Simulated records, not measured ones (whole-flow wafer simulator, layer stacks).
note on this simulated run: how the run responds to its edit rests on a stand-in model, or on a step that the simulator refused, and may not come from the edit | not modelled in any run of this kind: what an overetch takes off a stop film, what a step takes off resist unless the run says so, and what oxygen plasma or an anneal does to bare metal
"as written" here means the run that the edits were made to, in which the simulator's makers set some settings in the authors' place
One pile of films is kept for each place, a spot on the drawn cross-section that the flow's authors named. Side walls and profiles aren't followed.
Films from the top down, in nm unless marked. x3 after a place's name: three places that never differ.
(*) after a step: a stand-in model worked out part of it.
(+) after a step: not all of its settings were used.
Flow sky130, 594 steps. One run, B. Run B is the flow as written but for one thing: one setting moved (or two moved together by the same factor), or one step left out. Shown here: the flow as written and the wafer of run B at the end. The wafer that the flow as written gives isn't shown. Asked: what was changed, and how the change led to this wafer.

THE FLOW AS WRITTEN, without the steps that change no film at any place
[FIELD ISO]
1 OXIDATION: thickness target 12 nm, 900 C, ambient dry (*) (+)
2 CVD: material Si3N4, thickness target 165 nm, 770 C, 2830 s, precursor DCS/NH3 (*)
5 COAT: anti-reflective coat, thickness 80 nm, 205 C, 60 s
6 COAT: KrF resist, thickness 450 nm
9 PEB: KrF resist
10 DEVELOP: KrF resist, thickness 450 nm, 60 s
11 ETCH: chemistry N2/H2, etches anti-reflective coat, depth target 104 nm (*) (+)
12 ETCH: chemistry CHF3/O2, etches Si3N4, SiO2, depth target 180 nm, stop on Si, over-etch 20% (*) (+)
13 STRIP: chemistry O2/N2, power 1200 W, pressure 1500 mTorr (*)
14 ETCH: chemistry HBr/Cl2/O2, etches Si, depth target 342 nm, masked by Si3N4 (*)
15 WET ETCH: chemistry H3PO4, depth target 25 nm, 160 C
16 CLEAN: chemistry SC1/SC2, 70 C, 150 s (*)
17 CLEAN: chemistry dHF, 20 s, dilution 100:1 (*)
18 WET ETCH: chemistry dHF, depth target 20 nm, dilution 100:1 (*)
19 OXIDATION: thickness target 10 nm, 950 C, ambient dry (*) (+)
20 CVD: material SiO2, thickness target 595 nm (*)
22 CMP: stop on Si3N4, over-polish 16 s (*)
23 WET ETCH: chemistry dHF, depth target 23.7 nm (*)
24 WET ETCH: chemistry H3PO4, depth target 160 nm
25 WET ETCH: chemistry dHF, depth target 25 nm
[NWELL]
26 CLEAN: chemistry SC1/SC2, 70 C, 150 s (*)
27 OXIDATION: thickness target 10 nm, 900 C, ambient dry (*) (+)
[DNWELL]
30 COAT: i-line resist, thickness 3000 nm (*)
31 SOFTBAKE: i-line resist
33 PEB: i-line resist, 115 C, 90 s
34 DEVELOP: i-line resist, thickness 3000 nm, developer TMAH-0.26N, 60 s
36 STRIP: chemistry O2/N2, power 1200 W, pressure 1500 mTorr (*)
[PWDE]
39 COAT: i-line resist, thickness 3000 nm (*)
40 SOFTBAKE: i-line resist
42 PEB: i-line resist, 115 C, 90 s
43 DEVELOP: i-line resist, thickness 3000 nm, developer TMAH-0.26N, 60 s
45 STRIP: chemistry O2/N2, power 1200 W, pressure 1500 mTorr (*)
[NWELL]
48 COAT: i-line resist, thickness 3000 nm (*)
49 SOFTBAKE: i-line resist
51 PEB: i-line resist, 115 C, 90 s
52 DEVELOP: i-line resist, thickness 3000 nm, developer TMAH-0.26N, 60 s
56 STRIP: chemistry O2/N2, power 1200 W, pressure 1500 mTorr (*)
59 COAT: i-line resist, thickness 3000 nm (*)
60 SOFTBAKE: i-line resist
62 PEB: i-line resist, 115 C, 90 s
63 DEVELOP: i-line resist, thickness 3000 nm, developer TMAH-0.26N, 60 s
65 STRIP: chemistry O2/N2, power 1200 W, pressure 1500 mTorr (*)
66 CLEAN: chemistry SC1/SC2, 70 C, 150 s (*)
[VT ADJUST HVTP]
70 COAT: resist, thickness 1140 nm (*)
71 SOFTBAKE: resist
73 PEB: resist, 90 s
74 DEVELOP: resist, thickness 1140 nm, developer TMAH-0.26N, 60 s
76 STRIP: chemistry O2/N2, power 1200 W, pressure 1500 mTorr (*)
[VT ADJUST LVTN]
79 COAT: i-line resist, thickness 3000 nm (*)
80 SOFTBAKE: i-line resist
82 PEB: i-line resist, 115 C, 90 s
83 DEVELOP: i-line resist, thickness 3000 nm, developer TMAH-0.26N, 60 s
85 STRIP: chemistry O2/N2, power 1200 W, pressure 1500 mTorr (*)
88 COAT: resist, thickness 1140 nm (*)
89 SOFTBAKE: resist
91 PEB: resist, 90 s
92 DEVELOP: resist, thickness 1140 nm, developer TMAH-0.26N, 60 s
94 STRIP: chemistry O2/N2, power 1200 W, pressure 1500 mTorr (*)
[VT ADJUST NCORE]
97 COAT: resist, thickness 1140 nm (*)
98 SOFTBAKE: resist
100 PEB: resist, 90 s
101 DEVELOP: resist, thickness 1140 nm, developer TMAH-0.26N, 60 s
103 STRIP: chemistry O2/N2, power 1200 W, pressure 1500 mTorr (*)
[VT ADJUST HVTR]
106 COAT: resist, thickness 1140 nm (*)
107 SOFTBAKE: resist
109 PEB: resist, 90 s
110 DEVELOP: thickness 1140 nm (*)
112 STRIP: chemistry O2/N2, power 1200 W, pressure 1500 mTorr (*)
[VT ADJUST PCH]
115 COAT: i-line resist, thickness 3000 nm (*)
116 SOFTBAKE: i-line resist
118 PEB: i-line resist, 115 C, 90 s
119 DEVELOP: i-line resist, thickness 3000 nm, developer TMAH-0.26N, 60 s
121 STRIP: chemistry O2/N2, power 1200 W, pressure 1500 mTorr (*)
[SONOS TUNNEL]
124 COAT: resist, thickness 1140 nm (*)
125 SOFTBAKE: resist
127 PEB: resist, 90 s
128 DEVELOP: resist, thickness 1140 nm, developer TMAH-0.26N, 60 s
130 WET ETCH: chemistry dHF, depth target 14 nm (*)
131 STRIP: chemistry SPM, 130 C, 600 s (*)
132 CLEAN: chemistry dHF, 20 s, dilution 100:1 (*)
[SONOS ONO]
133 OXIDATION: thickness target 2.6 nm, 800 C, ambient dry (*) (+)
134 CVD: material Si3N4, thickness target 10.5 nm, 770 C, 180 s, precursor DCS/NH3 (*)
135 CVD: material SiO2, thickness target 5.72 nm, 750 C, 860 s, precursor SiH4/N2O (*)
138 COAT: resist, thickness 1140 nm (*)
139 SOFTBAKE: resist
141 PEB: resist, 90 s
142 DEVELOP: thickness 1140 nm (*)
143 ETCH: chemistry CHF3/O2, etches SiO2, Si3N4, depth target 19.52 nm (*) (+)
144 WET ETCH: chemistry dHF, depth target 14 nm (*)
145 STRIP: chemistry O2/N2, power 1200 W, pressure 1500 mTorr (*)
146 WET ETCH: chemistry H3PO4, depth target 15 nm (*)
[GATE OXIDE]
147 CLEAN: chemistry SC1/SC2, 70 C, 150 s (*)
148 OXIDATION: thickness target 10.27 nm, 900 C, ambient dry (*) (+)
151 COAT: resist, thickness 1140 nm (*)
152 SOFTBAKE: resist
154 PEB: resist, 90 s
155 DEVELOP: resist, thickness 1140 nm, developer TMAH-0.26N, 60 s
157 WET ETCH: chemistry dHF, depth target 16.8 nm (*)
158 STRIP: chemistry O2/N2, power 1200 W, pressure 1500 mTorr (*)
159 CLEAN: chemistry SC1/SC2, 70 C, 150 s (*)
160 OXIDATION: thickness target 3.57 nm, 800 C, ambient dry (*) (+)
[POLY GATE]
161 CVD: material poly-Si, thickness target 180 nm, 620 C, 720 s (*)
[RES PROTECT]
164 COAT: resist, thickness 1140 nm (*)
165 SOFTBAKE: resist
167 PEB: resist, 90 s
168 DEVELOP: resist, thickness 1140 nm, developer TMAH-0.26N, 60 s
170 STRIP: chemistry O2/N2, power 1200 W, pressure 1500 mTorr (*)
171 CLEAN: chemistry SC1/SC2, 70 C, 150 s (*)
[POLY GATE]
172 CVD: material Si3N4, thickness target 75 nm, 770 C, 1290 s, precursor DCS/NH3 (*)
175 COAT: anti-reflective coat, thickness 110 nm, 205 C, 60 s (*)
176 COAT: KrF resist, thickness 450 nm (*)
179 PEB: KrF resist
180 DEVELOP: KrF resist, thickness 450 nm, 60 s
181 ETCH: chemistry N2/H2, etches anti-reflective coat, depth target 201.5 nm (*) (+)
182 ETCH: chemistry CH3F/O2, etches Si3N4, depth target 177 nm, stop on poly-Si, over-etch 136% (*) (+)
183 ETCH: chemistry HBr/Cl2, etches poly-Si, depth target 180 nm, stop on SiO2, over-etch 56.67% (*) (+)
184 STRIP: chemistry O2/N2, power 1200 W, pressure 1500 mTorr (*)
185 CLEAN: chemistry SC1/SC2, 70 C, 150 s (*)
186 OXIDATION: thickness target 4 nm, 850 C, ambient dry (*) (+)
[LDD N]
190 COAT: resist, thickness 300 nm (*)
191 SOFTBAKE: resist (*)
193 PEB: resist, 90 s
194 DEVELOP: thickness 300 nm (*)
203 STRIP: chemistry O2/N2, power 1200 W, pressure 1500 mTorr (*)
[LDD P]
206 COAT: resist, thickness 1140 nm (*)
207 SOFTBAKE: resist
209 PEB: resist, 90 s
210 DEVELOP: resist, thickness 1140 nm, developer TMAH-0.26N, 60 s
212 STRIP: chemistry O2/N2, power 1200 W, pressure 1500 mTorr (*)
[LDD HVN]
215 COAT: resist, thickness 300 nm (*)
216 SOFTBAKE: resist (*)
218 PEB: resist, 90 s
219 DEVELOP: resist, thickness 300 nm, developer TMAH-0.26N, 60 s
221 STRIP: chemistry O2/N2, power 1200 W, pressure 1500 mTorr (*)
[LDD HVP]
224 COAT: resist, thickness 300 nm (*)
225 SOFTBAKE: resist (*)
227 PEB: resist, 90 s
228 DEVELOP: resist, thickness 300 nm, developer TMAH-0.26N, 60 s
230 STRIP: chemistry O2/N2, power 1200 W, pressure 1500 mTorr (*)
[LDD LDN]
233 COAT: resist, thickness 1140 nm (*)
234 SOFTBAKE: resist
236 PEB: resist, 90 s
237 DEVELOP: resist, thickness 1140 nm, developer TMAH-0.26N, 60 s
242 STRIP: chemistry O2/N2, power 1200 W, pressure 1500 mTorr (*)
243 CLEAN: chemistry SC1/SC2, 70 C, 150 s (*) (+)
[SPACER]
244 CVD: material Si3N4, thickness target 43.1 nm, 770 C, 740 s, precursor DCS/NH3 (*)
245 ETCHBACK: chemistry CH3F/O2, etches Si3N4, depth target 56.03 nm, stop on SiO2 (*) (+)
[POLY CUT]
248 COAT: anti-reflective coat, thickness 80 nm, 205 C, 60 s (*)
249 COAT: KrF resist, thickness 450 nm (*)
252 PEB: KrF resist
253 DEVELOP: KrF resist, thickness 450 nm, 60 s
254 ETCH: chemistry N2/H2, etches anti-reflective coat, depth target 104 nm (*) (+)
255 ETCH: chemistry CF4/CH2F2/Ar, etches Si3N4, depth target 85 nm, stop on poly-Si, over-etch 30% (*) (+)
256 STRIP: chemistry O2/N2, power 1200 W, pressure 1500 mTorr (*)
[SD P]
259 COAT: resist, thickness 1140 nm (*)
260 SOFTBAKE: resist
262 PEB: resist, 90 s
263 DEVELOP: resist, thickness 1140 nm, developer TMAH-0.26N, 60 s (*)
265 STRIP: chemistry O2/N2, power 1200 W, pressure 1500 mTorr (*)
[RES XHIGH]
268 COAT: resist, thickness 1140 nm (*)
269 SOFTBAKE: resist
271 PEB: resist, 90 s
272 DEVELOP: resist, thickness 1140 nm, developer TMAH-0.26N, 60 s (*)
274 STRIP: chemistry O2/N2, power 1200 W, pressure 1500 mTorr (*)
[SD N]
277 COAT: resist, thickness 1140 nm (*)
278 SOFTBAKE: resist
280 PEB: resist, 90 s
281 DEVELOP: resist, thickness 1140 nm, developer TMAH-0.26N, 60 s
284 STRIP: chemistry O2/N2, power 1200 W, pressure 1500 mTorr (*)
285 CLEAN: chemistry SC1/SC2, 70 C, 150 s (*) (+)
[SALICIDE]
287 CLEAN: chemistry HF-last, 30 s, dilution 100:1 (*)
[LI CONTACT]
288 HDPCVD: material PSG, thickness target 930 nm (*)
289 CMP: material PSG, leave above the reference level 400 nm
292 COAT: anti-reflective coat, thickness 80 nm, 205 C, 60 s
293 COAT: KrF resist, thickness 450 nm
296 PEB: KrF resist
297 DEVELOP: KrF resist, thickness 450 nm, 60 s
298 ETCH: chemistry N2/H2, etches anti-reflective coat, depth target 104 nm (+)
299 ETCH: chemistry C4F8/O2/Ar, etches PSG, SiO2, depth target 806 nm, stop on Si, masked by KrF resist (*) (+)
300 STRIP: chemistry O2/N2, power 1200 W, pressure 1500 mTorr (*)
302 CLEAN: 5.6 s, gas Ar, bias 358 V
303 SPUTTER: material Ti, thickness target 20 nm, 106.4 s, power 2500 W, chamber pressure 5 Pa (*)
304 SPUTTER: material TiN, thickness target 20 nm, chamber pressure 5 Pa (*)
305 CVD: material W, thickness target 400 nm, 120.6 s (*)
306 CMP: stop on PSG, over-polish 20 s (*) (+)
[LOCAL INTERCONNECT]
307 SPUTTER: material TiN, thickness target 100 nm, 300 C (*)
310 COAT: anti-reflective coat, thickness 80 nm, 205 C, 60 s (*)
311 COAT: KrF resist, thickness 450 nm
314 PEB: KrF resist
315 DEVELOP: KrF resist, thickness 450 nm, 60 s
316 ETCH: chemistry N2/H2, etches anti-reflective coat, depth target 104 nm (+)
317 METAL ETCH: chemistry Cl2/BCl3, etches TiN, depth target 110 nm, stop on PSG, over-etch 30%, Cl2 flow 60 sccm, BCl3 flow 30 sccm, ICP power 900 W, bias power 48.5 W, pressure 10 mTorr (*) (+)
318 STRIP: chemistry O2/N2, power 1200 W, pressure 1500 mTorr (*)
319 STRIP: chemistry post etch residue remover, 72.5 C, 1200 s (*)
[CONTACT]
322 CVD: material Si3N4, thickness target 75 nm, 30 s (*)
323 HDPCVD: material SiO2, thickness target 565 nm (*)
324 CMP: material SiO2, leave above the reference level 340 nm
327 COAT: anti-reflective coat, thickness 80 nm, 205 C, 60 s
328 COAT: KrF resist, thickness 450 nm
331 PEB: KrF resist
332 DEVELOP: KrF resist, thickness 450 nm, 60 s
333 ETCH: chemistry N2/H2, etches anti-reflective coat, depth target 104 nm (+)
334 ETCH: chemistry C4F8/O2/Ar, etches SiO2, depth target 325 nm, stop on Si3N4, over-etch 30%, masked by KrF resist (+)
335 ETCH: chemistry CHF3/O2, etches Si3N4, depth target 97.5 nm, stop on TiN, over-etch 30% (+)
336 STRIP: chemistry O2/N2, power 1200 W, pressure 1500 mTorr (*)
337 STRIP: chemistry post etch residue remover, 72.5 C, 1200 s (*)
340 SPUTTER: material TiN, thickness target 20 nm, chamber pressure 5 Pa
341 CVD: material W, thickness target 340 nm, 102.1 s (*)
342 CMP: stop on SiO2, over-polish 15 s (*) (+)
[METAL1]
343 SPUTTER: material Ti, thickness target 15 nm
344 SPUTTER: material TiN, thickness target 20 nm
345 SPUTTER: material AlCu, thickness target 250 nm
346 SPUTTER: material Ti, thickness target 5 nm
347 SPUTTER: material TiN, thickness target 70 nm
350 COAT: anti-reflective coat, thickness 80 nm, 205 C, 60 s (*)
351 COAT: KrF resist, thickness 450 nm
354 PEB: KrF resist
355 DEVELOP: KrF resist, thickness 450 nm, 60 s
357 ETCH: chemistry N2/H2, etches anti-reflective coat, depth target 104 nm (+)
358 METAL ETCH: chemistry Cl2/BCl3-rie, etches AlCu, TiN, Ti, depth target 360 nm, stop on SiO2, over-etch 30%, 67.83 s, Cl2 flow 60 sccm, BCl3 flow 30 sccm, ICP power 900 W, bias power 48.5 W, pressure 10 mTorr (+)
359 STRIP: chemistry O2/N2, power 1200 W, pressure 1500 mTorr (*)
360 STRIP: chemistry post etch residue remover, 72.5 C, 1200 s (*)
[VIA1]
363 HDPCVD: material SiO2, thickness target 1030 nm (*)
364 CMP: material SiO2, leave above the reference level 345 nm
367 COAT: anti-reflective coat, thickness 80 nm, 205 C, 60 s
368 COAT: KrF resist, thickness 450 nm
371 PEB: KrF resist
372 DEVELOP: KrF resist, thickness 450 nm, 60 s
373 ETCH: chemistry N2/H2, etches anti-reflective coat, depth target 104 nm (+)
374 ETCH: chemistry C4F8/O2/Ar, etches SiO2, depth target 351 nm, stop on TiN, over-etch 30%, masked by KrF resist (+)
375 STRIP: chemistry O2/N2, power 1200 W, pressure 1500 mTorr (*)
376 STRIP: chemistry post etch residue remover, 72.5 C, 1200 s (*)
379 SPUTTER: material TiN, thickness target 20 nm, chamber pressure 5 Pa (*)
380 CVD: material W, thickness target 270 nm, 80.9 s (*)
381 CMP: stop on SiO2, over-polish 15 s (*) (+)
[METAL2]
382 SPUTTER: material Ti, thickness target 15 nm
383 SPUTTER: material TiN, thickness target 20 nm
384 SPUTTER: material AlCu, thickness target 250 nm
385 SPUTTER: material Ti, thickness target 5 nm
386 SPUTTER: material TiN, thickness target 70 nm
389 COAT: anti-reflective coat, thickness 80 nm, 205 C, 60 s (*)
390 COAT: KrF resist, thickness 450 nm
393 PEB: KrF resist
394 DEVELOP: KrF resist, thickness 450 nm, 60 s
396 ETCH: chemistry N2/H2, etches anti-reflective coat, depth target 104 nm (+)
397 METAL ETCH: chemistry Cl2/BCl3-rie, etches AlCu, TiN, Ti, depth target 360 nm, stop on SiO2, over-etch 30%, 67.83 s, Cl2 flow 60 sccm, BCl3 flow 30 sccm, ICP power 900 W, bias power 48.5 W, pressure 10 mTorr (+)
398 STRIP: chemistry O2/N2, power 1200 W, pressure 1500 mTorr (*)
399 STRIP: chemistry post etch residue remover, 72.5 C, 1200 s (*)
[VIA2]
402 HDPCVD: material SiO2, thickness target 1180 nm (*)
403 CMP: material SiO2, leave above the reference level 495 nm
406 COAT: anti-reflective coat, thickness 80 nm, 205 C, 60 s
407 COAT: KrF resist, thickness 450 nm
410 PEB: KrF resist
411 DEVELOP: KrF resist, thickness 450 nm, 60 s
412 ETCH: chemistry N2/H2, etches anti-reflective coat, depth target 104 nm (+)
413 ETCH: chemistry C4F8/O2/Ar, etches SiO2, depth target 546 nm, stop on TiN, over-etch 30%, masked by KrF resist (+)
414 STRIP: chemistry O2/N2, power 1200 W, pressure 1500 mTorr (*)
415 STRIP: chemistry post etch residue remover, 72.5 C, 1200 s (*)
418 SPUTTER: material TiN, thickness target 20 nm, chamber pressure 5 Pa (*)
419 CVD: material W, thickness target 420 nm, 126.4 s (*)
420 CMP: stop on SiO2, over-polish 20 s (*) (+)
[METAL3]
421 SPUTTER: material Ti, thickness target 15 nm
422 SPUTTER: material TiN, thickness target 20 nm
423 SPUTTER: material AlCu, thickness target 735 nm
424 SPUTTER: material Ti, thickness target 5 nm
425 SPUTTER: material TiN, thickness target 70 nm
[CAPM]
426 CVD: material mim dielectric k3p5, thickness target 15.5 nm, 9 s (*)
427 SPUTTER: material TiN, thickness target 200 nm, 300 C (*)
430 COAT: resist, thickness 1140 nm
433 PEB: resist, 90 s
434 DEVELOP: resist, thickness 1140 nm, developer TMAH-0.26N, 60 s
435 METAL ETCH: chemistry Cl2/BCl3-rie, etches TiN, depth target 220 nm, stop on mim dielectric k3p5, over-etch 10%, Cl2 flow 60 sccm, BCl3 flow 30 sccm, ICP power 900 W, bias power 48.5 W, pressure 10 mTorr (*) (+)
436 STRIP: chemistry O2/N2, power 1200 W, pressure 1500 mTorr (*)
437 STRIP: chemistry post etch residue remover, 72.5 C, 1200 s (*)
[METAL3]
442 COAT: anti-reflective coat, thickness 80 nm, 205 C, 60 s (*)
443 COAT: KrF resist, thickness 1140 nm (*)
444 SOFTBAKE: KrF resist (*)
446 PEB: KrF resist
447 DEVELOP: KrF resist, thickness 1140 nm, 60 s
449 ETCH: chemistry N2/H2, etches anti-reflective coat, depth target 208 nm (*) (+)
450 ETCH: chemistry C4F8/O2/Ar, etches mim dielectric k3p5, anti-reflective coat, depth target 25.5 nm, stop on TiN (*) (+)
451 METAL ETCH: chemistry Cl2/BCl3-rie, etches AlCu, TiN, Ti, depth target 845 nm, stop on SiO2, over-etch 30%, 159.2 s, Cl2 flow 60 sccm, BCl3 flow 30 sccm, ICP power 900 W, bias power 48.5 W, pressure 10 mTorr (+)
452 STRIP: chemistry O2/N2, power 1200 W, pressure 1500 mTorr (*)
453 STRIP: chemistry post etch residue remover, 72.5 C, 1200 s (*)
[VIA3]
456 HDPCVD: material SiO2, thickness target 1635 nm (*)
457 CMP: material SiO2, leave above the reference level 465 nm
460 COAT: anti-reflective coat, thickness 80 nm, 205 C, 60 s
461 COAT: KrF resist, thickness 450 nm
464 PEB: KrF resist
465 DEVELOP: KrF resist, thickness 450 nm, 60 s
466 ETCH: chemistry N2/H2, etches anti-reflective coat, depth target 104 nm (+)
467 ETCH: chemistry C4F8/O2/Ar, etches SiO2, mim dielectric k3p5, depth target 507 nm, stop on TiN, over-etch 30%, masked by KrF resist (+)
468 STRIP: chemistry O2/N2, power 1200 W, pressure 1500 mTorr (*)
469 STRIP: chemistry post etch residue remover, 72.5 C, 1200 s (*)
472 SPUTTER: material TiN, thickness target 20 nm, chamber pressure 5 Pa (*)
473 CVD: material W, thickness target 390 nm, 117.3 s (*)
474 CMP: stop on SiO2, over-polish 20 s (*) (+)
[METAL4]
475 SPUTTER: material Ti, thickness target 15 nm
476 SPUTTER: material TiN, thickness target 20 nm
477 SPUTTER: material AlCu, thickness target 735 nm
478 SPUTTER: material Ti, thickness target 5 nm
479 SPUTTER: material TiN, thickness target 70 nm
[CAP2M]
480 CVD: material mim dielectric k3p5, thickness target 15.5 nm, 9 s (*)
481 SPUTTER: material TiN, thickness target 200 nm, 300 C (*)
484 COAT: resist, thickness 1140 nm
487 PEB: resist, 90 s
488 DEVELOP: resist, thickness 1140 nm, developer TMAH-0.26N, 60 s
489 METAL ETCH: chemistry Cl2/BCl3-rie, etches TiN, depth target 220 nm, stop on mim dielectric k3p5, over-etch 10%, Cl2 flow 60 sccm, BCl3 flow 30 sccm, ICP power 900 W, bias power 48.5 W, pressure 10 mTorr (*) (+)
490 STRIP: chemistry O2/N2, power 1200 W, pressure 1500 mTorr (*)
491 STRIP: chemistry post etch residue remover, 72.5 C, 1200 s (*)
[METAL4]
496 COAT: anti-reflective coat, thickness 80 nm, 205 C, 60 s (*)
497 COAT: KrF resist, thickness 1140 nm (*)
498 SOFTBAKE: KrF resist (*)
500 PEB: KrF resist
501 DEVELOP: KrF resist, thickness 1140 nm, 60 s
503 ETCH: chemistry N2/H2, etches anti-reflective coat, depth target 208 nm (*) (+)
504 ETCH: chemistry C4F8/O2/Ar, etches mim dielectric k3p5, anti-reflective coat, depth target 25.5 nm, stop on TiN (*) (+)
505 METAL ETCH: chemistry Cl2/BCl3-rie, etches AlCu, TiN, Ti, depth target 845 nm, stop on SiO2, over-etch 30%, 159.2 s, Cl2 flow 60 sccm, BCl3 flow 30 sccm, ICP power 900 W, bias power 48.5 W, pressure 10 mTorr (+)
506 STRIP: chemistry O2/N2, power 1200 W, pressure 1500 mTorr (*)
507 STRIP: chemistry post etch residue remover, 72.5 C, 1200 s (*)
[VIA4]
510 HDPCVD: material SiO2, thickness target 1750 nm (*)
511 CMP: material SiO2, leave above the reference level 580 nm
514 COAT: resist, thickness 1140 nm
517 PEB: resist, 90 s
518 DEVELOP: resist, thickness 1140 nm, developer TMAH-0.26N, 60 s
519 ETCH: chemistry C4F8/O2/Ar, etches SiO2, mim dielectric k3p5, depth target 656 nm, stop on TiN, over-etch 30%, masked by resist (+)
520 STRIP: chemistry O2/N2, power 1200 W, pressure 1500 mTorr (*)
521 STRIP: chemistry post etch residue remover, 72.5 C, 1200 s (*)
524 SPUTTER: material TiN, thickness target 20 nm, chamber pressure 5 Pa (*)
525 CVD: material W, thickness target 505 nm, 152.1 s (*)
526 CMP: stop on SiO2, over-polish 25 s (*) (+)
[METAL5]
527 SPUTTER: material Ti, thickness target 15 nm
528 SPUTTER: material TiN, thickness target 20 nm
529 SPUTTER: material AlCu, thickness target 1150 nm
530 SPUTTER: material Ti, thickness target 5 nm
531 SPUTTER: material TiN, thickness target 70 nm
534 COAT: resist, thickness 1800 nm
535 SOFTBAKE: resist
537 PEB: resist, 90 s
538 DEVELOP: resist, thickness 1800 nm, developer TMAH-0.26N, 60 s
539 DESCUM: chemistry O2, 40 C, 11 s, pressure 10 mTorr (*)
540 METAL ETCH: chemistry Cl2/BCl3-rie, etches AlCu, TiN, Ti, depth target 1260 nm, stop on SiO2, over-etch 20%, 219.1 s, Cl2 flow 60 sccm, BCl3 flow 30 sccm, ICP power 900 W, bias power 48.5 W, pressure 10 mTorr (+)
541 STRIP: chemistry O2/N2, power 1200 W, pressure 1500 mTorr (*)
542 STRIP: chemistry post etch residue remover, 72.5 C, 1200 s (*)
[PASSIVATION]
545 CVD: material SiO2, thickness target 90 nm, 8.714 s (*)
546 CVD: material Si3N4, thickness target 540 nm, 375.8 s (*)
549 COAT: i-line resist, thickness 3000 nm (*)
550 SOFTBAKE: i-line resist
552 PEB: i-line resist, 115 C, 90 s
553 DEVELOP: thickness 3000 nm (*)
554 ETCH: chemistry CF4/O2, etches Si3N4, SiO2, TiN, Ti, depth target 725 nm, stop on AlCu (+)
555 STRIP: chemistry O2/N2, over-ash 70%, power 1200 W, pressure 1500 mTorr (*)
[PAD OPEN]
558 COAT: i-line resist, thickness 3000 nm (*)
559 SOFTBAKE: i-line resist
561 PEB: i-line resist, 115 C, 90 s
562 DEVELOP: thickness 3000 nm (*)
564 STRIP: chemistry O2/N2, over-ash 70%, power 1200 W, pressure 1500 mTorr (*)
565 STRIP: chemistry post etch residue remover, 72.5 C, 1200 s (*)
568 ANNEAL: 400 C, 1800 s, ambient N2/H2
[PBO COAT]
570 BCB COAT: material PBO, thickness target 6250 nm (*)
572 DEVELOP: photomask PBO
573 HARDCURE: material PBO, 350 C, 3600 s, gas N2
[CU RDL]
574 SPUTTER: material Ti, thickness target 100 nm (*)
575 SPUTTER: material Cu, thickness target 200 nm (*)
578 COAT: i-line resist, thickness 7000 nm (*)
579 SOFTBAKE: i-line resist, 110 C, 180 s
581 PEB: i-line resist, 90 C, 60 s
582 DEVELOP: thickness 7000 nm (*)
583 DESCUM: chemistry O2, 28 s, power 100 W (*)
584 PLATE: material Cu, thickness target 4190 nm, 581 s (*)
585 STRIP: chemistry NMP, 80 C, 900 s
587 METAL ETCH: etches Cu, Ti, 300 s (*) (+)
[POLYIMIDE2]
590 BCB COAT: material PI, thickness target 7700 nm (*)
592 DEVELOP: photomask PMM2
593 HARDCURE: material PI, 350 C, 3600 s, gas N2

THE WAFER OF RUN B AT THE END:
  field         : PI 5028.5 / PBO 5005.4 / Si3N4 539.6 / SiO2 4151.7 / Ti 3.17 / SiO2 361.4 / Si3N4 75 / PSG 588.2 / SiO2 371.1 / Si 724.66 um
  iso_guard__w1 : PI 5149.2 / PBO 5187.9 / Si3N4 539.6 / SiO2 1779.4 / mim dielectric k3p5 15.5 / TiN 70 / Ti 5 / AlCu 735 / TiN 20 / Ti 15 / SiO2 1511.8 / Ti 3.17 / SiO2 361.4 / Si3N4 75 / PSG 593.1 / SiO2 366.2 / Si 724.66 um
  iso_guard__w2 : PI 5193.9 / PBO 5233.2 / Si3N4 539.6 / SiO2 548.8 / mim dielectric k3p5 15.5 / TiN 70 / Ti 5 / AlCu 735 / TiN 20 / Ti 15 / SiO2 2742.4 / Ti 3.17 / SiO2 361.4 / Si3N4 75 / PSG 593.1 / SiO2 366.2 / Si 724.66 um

The cause: step 345, SPUTTER: thickness target 362.5 nm was run, where the flow has thickness target 250 nm.

How the change led to this, step by step:
  345 SPUTTER: material AlCu, thickness target 250 nm
      field, active, n_well and 188 more: AlCu +362.5 (new film) (as written it would be: AlCu +250 (new film))
  358 METAL ETCH: chemistry Cl2/BCl3-rie, etches AlCu, TiN, Ti, depth target 360 nm, stop on SiO2, over-etch 30%, 67.83 s, Cl2 flow 60 sccm, BCl3 flow 30 sccm, ICP power 900 W, bias power 48.5 W, pressure 10 mTorr (+)
      field, active, gate and 81 more: TiN -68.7 (all of it), Ti -5 (all of it), AlCu -362.5 (all of it), TiN -20 (all of it), Ti -11.8 (as written it would be: TiN -68.7 (all of it), Ti -5 (all of it), AlCu -250 (all of it), TiN -20 (all of it), Ti -15 (all of it), SiO2 -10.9)
  363 HDPCVD: material SiO2, thickness target 1030 nm (*)
      field, active, gate and 81 more: SiO2 +1030 (new film) (as written it would be: SiO2 +1030)
  364 CMP: material SiO2, leave above the reference level 345 nm
      field, active, gate and 81 more: SiO2 -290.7 (as written it would be: SiO2 -389.1)
Counting metal films that touch as one body, field has 1 body; the flow as written gives 0 bodies.
Counting metal films that touch as one body, iso_guard__w1 has 2 bodies (between them, from the top down: SiO2 1511.8); the flow as written gives 1 body.
Counting metal films that touch as one body, iso_guard__w2 has 2 bodies (between them, from the top down: SiO2 2742.4); the flow as written gives 1 body.
